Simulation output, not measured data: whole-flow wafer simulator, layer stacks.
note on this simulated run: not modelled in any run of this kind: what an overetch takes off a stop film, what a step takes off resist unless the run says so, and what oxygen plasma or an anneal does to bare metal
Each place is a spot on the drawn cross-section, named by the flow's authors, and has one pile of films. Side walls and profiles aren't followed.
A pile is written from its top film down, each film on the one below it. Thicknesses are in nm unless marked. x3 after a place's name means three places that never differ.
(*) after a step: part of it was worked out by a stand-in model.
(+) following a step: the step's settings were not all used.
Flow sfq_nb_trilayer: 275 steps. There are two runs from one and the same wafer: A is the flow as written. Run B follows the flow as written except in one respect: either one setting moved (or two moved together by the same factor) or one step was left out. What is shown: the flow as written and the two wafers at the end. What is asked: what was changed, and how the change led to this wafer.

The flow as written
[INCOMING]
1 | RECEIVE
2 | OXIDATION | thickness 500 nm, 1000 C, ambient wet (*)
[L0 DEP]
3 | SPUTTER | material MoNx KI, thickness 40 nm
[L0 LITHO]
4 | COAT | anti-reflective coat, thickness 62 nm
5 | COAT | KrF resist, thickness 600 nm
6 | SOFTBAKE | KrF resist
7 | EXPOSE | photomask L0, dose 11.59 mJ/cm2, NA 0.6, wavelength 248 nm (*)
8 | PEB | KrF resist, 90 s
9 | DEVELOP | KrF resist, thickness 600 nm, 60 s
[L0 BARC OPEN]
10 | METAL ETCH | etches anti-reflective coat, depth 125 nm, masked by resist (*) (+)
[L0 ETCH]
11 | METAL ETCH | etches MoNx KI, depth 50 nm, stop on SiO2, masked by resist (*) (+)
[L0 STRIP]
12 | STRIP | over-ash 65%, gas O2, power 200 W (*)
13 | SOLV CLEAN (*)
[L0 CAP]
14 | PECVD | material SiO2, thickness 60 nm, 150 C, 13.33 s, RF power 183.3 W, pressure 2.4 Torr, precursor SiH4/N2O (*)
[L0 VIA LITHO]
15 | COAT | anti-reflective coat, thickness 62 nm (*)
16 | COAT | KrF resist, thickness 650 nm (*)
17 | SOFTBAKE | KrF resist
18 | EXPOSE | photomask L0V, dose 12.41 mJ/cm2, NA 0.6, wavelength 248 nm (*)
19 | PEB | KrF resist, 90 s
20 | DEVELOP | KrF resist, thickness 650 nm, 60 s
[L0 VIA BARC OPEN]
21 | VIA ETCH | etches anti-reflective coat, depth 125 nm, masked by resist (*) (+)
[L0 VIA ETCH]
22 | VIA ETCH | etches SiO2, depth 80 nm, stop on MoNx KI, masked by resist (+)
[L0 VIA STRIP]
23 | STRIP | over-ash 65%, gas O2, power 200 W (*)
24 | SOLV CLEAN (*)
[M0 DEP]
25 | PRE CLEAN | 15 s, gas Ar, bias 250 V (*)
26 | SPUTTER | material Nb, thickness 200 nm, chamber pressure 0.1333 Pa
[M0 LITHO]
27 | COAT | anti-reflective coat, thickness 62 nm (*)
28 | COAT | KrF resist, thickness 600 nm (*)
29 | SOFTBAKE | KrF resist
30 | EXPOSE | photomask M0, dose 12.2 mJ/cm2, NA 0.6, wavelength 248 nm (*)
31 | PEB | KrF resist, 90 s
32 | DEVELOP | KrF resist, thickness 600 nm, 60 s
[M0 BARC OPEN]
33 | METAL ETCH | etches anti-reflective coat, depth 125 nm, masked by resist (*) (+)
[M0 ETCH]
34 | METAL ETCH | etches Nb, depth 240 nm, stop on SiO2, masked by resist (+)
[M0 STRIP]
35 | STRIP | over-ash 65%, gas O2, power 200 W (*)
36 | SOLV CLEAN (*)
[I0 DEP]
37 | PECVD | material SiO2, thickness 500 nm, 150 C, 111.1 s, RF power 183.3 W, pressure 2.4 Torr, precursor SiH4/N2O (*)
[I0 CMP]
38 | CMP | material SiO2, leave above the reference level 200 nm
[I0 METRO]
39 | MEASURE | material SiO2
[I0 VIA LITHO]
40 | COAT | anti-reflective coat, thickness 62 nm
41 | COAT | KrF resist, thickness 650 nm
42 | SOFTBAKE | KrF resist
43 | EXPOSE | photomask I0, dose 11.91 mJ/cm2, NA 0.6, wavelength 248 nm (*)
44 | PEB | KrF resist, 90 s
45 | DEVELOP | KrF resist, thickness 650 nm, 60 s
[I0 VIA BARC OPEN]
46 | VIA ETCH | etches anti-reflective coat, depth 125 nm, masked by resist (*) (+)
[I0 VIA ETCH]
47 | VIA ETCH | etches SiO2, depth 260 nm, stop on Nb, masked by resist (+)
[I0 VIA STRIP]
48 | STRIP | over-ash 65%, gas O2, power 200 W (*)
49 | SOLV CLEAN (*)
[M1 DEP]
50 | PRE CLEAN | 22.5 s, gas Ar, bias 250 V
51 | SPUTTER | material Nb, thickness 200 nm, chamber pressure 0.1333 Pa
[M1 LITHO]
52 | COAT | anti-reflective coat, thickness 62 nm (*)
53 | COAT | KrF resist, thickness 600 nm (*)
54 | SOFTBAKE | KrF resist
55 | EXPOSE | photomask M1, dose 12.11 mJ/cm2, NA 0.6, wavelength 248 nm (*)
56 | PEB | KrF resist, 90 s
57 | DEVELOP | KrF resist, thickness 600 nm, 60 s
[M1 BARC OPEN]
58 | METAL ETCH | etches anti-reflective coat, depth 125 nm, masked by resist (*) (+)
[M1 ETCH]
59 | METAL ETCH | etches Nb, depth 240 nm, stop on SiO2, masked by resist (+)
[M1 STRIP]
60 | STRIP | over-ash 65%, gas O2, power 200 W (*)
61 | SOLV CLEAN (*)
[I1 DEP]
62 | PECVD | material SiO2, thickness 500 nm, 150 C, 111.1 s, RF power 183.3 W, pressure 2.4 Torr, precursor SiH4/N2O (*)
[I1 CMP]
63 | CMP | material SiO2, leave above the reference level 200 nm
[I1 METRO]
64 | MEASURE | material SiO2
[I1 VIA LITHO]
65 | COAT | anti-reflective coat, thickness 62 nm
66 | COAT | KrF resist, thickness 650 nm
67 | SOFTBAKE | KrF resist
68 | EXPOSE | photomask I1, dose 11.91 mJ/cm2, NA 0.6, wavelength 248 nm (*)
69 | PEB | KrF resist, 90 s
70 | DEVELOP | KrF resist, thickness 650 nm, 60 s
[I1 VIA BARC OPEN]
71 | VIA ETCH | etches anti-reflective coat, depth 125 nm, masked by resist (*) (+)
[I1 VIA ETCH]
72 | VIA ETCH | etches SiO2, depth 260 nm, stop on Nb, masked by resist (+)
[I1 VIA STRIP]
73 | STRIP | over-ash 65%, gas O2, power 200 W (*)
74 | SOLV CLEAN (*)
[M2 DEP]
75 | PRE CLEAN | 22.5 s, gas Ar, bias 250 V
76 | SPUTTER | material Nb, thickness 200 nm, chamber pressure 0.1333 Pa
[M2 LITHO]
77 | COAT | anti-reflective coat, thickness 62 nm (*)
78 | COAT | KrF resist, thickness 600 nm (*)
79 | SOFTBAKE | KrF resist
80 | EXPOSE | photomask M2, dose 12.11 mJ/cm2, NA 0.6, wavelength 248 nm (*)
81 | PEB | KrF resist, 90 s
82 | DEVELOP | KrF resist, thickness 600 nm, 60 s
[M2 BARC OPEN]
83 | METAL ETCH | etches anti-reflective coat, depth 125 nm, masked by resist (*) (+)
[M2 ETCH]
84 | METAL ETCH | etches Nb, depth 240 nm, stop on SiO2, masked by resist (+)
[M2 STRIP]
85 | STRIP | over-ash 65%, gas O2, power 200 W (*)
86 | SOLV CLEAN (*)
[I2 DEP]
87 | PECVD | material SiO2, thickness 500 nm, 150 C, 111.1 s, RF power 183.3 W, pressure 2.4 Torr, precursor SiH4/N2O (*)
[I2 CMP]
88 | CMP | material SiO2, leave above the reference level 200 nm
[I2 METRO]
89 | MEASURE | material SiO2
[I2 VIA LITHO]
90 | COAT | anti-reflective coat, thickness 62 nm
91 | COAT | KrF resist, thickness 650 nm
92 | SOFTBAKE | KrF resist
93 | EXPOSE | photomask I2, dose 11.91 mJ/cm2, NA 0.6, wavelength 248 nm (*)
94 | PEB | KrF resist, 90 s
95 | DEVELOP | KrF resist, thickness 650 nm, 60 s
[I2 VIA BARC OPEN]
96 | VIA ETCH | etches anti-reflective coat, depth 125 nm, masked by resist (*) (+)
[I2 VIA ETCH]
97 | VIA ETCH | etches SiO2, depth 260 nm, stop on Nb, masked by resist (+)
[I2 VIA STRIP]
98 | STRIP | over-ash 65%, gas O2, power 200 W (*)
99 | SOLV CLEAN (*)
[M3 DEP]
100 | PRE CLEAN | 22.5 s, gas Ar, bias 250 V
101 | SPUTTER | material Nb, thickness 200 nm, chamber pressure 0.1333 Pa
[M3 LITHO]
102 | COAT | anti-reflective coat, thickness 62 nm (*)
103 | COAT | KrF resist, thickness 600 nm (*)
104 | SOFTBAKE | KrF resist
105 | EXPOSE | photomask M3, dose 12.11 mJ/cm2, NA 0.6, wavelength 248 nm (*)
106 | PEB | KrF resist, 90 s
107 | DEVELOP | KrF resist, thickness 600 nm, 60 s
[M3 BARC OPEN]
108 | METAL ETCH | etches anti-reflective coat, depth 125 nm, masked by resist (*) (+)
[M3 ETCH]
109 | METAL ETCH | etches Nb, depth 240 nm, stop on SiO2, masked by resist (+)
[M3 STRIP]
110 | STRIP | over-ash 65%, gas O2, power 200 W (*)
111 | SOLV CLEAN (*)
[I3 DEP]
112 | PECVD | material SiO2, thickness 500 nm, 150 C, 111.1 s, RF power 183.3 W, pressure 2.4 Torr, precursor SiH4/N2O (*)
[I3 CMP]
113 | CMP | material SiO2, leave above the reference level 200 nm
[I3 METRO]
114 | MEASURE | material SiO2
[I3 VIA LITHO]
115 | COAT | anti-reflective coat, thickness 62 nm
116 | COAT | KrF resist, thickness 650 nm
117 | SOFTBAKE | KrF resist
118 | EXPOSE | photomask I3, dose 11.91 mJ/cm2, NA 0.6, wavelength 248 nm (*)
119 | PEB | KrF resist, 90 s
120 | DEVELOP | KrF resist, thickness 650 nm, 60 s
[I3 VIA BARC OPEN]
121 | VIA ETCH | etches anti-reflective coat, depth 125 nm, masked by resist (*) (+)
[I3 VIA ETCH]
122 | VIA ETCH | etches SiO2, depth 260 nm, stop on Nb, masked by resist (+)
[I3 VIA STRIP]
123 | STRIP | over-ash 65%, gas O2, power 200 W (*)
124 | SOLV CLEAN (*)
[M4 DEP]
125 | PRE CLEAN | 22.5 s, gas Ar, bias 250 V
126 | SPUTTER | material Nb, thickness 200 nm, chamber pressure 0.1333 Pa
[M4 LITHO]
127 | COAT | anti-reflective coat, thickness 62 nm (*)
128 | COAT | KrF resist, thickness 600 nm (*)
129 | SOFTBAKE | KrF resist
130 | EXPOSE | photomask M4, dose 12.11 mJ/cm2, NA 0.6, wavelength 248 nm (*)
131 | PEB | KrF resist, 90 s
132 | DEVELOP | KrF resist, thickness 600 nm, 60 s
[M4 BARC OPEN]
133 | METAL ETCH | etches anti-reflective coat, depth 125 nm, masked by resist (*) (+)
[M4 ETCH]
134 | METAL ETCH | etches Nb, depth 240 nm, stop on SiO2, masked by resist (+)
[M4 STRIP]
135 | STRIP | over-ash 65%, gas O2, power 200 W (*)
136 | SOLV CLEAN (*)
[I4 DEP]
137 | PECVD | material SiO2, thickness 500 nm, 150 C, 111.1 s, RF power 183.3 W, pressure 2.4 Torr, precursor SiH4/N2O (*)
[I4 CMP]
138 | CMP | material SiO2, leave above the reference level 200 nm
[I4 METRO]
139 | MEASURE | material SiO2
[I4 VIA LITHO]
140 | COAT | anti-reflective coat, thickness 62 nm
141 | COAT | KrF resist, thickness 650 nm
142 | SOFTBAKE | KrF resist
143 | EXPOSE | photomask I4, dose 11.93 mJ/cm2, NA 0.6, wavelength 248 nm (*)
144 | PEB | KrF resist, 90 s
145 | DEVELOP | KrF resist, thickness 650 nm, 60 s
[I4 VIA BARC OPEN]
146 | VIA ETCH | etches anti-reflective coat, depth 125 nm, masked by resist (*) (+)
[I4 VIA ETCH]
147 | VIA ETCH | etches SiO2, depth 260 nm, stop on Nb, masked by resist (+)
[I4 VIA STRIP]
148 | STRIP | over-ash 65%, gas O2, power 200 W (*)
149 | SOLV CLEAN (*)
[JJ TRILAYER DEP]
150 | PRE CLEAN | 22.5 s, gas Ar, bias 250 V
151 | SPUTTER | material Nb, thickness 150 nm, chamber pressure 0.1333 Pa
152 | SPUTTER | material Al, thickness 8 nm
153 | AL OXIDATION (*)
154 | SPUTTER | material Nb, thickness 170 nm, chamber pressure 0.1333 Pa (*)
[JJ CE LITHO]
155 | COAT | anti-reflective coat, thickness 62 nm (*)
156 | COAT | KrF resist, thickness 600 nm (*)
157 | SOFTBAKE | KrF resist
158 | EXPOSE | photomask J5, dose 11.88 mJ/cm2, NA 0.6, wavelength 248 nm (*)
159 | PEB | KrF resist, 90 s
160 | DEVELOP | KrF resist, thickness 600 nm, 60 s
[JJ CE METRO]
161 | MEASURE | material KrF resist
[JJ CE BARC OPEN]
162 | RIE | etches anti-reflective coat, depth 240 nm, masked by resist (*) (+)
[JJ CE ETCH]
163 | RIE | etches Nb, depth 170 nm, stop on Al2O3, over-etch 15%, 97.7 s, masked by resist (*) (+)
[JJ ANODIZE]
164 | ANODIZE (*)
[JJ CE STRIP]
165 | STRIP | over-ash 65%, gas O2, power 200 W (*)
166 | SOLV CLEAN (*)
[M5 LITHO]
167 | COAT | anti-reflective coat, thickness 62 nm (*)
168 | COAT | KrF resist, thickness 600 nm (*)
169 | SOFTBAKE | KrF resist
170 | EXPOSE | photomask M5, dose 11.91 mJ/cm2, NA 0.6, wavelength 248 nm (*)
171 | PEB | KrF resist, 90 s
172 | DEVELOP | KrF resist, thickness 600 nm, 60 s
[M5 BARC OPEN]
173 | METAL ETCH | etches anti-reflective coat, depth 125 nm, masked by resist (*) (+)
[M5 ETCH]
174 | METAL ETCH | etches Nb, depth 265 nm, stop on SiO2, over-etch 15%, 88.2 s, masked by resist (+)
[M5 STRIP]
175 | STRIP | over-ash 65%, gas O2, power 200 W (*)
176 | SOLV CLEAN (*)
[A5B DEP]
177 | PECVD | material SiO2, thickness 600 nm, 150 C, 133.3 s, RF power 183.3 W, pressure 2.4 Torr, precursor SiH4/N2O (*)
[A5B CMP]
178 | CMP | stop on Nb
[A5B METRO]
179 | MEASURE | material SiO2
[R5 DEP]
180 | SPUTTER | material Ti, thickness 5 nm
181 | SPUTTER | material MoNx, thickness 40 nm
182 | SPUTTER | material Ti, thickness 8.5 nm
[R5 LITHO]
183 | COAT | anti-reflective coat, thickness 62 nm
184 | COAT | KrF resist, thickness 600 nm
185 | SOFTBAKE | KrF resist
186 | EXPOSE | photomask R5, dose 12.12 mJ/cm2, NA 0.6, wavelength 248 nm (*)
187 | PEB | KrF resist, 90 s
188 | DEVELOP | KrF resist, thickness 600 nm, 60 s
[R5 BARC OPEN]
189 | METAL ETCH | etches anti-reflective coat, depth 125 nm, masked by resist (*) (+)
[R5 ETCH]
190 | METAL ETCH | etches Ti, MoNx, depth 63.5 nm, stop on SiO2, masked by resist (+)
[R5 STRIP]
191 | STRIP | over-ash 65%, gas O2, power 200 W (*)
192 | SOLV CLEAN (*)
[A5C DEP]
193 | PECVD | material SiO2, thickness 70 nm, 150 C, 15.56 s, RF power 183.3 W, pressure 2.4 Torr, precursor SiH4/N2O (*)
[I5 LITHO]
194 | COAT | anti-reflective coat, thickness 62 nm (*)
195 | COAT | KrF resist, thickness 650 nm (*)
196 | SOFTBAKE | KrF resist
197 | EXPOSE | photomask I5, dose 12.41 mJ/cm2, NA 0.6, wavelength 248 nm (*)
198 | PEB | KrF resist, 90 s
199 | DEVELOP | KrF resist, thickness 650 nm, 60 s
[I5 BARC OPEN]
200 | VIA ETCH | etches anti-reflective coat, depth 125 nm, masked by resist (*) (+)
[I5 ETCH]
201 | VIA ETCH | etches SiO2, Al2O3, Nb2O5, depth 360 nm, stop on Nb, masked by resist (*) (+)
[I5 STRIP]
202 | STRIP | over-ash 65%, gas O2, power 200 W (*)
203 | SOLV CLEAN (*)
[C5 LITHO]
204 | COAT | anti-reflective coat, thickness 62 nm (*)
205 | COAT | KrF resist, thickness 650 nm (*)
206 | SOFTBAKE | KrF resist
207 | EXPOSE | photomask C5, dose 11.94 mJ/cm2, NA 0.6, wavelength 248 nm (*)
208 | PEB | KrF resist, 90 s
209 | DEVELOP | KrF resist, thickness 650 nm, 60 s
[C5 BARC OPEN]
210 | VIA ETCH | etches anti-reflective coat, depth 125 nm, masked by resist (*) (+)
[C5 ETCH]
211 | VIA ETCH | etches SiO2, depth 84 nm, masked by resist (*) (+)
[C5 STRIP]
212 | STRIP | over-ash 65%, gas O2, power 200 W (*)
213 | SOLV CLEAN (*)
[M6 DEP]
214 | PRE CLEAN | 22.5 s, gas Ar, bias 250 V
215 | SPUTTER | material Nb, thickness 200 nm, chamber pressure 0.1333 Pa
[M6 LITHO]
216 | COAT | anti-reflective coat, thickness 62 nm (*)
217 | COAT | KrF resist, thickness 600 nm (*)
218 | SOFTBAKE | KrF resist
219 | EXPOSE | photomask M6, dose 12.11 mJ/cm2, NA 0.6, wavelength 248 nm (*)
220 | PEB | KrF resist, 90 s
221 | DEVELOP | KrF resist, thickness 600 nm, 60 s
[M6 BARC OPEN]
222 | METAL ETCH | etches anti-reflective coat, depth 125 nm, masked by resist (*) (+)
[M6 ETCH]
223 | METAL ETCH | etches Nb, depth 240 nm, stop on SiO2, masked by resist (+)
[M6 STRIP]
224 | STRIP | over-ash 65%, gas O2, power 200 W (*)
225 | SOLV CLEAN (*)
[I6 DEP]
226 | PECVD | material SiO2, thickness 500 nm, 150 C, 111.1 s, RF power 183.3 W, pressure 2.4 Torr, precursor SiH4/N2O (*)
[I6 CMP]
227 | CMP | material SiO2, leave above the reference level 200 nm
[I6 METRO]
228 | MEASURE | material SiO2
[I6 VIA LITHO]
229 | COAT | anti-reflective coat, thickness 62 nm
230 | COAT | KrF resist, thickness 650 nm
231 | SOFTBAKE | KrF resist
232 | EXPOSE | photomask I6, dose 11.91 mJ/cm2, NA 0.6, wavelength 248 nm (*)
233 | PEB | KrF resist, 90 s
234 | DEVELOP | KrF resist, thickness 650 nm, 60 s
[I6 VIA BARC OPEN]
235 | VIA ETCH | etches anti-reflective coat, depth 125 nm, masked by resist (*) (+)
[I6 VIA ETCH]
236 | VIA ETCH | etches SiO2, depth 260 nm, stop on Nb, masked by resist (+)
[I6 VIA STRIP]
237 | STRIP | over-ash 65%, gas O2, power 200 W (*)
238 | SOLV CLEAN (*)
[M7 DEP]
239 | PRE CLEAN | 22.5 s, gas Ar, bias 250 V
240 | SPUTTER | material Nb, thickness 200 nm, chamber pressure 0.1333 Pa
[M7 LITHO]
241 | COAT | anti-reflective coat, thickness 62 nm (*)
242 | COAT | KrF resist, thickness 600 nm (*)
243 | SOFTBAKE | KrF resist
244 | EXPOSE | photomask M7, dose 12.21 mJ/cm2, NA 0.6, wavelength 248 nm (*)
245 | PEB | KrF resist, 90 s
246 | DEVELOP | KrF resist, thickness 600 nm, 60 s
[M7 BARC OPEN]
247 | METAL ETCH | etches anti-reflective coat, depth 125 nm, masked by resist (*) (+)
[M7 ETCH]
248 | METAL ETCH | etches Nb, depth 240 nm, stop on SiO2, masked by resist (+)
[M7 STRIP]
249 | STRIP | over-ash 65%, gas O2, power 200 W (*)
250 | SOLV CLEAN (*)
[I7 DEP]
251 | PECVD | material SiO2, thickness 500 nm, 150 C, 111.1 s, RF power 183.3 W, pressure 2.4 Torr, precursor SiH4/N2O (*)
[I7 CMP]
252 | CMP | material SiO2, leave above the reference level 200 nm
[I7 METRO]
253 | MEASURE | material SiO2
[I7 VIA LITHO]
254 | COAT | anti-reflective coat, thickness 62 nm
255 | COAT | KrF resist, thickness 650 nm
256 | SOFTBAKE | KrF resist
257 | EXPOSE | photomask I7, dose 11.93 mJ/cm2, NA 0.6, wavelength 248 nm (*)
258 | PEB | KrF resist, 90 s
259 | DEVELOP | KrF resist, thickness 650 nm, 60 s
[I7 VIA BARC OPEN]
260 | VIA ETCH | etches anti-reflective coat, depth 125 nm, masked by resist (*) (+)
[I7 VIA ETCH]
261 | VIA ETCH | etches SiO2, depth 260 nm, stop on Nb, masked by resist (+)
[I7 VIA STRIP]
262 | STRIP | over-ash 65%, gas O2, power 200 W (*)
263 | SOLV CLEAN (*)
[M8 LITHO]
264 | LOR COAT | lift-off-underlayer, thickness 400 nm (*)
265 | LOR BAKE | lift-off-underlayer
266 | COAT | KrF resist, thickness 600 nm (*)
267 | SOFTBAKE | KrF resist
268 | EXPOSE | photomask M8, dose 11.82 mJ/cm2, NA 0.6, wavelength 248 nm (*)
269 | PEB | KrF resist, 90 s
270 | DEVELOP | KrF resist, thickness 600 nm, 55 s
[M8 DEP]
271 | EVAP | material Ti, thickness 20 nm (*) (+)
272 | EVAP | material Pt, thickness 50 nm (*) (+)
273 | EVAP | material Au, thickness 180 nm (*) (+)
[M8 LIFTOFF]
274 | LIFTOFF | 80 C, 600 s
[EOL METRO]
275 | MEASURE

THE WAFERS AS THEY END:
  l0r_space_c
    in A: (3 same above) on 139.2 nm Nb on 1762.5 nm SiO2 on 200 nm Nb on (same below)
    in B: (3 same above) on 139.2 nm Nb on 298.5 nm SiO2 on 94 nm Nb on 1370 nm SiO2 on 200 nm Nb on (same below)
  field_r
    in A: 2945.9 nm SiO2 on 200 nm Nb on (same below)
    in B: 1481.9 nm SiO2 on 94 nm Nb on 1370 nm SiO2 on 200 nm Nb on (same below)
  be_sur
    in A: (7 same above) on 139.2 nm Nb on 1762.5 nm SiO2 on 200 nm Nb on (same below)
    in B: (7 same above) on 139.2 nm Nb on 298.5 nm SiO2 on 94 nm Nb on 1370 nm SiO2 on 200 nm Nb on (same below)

Cause: step 134, METAL ETCH: depth 106 nm was run, whereas the flow has depth 240 nm.

The path from the change to this, step by step:
  134 | METAL ETCH | etches Nb, depth 240 nm, stop on SiO2, masked by resist (+)
      field_l, be, be_sur and 64 more: A -200 Nb (all of it) | B -106 Nb
      v_sur, via_wl, via_w and 36 more: A -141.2 KrF resist | B -62.4 KrF resist
  135 | STRIP | over-ash 65%, gas O2, power 200 W (*)
      p4_fl, p4_fm, p4_w1 and 26 more: A -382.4 KrF resist (all of it), -62 anti-reflective coat (all of it) | B -461.2 KrF resist (all of it), -62 anti-reflective coat (all of it)
      lsp_m, ln_m6: A -381.9 KrF resist (all of it), -61.8 anti-reflective coat (all of it) | B -460.8 KrF resist (all of it), -61.8 anti-reflective coat (all of it)
      (and at 8 other places as well)
  137 | PECVD | material SiO2, thickness 500 nm, 150 C, 111.1 s, RF power 183.3 W, pressure 2.4 Torr, precursor SiH4/N2O (*)
      field_l, be, be_sur and 55 more: A +500 SiO2 | B +500 SiO2 (new film)
      p3_s0, p3_s1, p3_s2, p3_s3, p3_s4, p3_s5: A +557.1 SiO2 | B +500 SiO2 (new film)
      (and at 3 other places as well)
  138 | CMP | material SiO2, leave above the reference level 200 nm
      field_l, be, be_sur and 55 more: A -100 SiO2 | B -194 SiO2
      p3_s0, p3_s1, p3_s2, p3_s3, p3_s4, p3_s5: A -157.1 SiO2 | B -194 SiO2
      (and at 3 other places as well)
Taking metal films that touch as one body, l0r_space_c has 3 bodies (between them, from the top down: SiO2 298.5; SiO2 1370); the flow as written gives 2 bodies (between them, from the top down: SiO2 1762.5).
Taking metal films that touch as one body, field_r has 2 bodies (between them, from the top down: SiO2 1370); the flow as written gives 1 body.
Taking metal films that touch as one body, be_sur has 5 bodies (between them, from the top down: SiO2 192.5; SiO2 209 / Al2O3 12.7 / Nb2O5 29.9; SiO2 298.5; SiO2 1370); the flow as written gives 4 bodies (between them, from the top down: SiO2 192.5; SiO2 209 / Al2O3 12.7 / Nb2O5 29.9; SiO2 1762.5).
